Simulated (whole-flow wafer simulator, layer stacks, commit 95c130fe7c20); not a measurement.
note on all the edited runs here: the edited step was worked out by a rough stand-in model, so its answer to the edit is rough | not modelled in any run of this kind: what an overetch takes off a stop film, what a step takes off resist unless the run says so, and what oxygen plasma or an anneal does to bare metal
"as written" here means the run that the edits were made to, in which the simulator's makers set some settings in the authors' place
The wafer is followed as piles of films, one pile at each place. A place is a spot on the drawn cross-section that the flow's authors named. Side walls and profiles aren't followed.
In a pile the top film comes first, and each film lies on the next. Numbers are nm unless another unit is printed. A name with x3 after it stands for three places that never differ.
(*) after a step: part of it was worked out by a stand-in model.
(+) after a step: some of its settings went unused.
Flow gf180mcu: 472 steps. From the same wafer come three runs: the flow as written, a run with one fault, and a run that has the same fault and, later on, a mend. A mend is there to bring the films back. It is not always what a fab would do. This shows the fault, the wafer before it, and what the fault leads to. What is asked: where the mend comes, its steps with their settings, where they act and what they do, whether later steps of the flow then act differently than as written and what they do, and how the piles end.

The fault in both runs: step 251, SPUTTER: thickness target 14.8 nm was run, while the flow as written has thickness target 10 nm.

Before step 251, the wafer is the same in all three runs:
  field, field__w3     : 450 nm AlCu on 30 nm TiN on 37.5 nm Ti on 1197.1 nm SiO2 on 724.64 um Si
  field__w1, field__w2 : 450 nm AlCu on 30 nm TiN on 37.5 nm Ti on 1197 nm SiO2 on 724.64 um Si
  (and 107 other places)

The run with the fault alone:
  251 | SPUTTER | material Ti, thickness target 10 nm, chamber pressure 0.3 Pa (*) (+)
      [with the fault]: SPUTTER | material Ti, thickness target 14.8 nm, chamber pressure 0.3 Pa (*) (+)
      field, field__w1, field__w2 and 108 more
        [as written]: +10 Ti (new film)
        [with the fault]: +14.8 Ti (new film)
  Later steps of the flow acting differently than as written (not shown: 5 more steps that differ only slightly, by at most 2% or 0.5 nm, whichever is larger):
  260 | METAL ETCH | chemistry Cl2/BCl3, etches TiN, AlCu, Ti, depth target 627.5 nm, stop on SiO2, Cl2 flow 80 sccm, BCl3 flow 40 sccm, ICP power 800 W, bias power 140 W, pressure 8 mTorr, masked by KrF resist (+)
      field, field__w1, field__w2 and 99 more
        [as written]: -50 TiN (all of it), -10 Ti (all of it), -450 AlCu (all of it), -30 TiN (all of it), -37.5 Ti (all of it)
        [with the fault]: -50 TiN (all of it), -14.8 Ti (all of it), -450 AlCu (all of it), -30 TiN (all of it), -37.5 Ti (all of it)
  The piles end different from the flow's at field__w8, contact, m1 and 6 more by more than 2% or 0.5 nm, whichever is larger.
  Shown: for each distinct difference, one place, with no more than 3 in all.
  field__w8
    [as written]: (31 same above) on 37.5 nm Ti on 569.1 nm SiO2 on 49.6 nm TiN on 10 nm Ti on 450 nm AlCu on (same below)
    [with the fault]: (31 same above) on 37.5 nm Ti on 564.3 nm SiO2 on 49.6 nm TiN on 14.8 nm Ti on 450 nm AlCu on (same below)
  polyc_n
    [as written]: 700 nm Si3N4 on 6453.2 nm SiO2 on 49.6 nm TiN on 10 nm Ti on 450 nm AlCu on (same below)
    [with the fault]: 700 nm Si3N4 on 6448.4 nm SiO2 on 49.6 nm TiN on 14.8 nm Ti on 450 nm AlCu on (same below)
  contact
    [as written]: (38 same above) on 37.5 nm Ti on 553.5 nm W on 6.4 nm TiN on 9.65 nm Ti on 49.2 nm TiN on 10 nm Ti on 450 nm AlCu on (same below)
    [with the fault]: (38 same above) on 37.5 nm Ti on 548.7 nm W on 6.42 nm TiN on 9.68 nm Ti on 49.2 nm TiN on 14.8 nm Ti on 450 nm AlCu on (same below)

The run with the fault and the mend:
  After step 251 comes the mend.
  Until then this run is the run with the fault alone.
  251a | METAL ETCH | chemistry Cl2/BCl3, etches TiN, AlCu, Ti, depth target 4.8 nm, Cl2 flow 80 sccm, BCl3 flow 40 sccm, ICP power 800 W, bias power 140 W, pressure 8 mTorr
      field, field__w1, field__w2 and 108 more
        -4.8 Ti
  Every later step of the flow that is run acts as written at every place that is followed.
  By the end, the piles equal the flow's at every place that both follow.
